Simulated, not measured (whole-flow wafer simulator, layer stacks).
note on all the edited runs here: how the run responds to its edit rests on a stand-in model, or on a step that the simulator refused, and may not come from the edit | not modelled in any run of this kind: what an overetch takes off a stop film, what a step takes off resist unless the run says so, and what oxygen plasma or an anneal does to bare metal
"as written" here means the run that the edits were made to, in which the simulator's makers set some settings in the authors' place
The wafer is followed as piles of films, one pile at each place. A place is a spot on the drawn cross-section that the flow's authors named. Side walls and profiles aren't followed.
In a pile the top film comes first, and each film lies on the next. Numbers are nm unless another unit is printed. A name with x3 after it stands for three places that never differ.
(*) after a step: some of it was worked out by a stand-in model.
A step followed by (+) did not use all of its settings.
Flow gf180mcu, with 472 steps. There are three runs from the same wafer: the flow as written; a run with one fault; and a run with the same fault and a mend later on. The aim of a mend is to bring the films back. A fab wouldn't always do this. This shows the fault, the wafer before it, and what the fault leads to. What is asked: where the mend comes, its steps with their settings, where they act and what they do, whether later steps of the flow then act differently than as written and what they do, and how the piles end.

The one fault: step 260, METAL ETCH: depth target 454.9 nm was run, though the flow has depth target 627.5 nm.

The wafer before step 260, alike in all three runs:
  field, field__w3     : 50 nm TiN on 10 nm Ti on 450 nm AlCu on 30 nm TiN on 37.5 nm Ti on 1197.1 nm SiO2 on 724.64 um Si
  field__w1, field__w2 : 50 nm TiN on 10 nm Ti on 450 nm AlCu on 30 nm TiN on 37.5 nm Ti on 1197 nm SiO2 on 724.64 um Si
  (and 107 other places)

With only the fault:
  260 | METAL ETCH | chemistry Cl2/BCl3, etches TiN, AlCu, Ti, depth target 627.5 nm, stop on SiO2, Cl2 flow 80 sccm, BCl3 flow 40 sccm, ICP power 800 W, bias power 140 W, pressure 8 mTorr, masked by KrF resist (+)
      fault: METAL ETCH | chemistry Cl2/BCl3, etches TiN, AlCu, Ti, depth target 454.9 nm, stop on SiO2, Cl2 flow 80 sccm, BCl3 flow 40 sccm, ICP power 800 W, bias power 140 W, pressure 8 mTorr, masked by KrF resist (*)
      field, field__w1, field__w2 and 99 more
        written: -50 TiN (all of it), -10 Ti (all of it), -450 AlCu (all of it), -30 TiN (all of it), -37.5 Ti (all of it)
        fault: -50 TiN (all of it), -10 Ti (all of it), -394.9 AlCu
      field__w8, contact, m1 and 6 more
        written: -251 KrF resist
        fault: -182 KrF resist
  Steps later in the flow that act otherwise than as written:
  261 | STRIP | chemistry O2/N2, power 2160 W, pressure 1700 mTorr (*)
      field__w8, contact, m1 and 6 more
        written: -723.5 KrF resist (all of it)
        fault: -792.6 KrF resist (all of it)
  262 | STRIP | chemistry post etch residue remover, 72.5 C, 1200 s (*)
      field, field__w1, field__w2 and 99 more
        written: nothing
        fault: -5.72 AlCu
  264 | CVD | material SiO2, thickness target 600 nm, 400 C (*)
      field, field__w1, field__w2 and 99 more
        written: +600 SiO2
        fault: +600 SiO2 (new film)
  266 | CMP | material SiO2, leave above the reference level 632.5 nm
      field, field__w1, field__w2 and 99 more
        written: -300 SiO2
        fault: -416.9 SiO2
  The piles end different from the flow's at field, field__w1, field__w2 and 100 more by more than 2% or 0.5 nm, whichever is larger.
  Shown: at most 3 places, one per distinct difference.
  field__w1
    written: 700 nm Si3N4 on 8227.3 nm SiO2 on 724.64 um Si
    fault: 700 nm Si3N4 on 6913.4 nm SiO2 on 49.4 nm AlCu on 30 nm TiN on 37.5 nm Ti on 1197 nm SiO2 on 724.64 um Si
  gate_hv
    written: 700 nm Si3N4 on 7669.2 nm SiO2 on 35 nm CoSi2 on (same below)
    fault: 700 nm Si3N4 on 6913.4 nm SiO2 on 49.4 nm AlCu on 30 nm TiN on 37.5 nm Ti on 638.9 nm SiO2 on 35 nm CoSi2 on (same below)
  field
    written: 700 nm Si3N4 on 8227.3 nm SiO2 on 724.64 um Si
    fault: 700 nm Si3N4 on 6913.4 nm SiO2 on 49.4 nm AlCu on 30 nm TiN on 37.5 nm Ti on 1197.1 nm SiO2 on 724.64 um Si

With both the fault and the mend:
  After step 262 comes the mend.
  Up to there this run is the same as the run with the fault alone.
  262a | DEHYDRATE | 200 C, 60 s (the flow's step 253, run once more)
      alters no film at any place that is followed
  262b | HMDS | 120 C, 60 s (the flow's step 254, run once more)
      alters no film at any place that is followed
  262c | COAT | KrF resist, thickness 1000 nm (*) (the flow's step 255, run once more)
      iso_ptap_pw, iso_ntap_nw, iso_nw_fld and 33 more
        +1000 KrF resist (new film)
      field_sub, field_sub__w1, field_sub__w2 and 15 more
        +1002.7 KrF resist (new film)
      p_well, sti, spacer and 6 more
        +1003 KrF resist (new film)
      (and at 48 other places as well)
  262d | SOFTBAKE | KrF resist (the flow's step 256, run once more)
      alters no film at any place that is followed
  262e | EXPOSE | photomask Metal1 (the flow's step 257, run once more)
      alters no film at any place that is followed
  262f | PEB | KrF resist, 135 C, 90 s (the flow's step 258, run once more)
      field__w1, field__w2, field__w3 and 56 more
        -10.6 KrF resist
      iso_ptap_pw, iso_ntap_nw, iso_nw_fld and 33 more
        -10.5 KrF resist
      gate_hv, sd_p, nw_sep_fld
        -10.7 KrF resist
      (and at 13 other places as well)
  262g | DEVELOP | thickness 1000 nm, 60 s (the flow's step 259, run once more)
      iso_ptap_pw, iso_ntap_nw, iso_nw_fld and 33 more
        -989.5 KrF resist (all of it)
      field_sub, field_sub__w1, field_sub__w2 and 14 more
        -992.1 KrF resist (all of it)
      field__w11, field__w13, p_well and 8 more
        -992.5 KrF resist (all of it)
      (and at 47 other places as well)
  262h | METAL ETCH | chemistry Cl2/BCl3, etches TiN, AlCu, Ti, depth target 172.6 nm, stop on SiO2, Cl2 flow 80 sccm, BCl3 flow 40 sccm, ICP power 800 W, bias power 140 W, pressure 8 mTorr, masked by KrF resist (+) (the flow's step 260, run once more with other settings)
      field, field__w1, field__w2 and 99 more
        -49.4 AlCu (all of it), -30 TiN (all of it), -37.5 Ti (all of it)
      field__w8, contact, m1 and 6 more
        -69 KrF resist
  262i | STRIP | chemistry O2/N2, power 2160 W, pressure 1700 mTorr (*) (the flow's step 261, run once more)
      field__w8
        -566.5 KrF resist (all of it)
      contact
        -564.6 KrF resist (all of it)
      m1
        -567.4 KrF resist (all of it)
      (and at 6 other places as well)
  262j | STRIP | chemistry post etch residue remover, 72.5 C, 1200 s (*) (the flow's step 262, run once more)
      field__w8, contact, m1 and 6 more
        -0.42 TiN
  None of the later steps of the flow differs from how it acts as written, at any place that is followed, by more than 2% or 0.5 nm, whichever is larger.
  When the end is reached, the piles differ only a little from the flow's at the places that both follow, at most by 2% or 0.5 nm, whichever is larger.
